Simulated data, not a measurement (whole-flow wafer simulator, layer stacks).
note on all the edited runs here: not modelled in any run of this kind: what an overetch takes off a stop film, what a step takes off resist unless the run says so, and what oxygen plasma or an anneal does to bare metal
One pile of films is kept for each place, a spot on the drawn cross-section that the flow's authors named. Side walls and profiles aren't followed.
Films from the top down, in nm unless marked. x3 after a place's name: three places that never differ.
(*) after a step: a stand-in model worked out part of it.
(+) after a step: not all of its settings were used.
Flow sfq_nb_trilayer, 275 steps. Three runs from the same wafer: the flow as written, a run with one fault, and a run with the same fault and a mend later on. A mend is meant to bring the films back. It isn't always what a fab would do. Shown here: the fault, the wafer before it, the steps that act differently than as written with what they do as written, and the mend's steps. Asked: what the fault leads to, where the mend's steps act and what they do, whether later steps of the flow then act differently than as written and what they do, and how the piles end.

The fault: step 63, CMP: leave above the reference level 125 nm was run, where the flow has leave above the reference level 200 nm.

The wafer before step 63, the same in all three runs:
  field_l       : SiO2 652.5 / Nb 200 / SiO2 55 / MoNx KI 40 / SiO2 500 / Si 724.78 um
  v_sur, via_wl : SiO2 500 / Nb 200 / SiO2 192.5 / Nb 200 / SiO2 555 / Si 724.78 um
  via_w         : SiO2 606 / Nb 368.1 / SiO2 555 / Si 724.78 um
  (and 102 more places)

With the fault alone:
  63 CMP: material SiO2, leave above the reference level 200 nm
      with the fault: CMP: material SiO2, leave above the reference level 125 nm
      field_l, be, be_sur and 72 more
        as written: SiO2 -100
        with the fault: SiO2 -175
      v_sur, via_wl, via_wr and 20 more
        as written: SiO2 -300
        with the fault: SiO2 -375
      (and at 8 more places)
  Later steps of the flow that act differently than as written (5 more steps differ only slightly, by at most 2% or 0.5 nm, whichever is larger, and aren't shown):
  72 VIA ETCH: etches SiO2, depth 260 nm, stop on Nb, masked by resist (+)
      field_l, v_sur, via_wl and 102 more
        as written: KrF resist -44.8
        with the fault: KrF resist -32.3
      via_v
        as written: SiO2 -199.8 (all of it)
        with the fault: SiO2 -124.8 (all of it)
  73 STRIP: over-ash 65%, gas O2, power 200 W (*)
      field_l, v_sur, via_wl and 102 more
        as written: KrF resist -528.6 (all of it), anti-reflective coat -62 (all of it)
        with the fault: KrF resist -541.1 (all of it), anti-reflective coat -62 (all of it)
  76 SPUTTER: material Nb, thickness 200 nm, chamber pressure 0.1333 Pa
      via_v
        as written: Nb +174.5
        with the fault: Nb +189.6
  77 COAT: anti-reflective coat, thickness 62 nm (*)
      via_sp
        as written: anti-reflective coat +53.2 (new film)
        with the fault: anti-reflective coat +54.8 (new film)
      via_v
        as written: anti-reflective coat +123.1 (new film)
        with the fault: anti-reflective coat +106 (new film)
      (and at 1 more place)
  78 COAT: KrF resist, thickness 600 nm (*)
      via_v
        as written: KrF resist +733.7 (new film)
        with the fault: KrF resist +672.8 (new film)
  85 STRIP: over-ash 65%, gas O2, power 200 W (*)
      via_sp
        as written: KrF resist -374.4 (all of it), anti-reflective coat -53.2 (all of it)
        with the fault: KrF resist -379.3 (all of it), anti-reflective coat -54.8 (all of it)
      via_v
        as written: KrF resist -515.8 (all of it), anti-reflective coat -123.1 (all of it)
        with the fault: KrF resist -455 (all of it), anti-reflective coat -106 (all of it)
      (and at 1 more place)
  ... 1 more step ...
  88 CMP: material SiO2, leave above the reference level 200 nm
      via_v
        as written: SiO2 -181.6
        with the fault: SiO2 -165.6
  At the end the piles differ from the flow's by more than 2% or 0.5 nm, whichever is larger, at field_l, v_sur, via_wl and 103 more.
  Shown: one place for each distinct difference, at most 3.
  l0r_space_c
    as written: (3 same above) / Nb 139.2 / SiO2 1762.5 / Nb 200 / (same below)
    with the fault: (3 same above) / Nb 139.2 / SiO2 1687.5 / Nb 200 / (same below)
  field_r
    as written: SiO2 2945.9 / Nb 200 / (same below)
    with the fault: SiO2 2870.9 / Nb 200 / (same below)
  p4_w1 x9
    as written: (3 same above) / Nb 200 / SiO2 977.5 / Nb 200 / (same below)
    with the fault: (3 same above) / Nb 200 / SiO2 902.5 / Nb 200 / (same below)

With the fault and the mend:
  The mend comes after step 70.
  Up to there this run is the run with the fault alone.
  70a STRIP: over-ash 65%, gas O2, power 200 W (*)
      field_l, v_sur, via_wl and 102 more
        KrF resist -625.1 (all of it), anti-reflective coat -62 (all of it)
      via_v
        anti-reflective coat -62 (all of it)
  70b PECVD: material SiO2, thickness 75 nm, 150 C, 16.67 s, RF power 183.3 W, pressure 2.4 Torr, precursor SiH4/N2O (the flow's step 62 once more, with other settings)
      field_l, v_sur, via_wl and 103 more
        SiO2 +75
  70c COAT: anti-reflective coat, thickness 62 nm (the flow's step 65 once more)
      field_l, v_sur, via_wl and 103 more
        anti-reflective coat +62 (new film)
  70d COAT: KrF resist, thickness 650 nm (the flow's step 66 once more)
      field_l, v_sur, via_wl and 103 more
        KrF resist +650 (new film)
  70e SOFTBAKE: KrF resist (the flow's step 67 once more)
      changes no film at any place that is followed
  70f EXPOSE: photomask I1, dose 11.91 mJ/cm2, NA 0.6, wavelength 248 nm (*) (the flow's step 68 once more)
      changes no film at any place that is followed
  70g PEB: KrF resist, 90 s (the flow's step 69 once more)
      field_l, v_sur, via_wl and 103 more
        KrF resist -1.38
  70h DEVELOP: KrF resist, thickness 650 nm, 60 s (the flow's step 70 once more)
      field_l, v_sur, via_wl and 102 more
        KrF resist -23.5
      via_v
        KrF resist -648.6 (all of it)
  No later step of the flow acts differently than as written, at any place that is followed, by more than 2% or 0.5 nm, whichever is larger.
  At the end the piles differ from the flow's only slightly at the places that both follow, by at most 2% or 0.5 nm, whichever is larger.
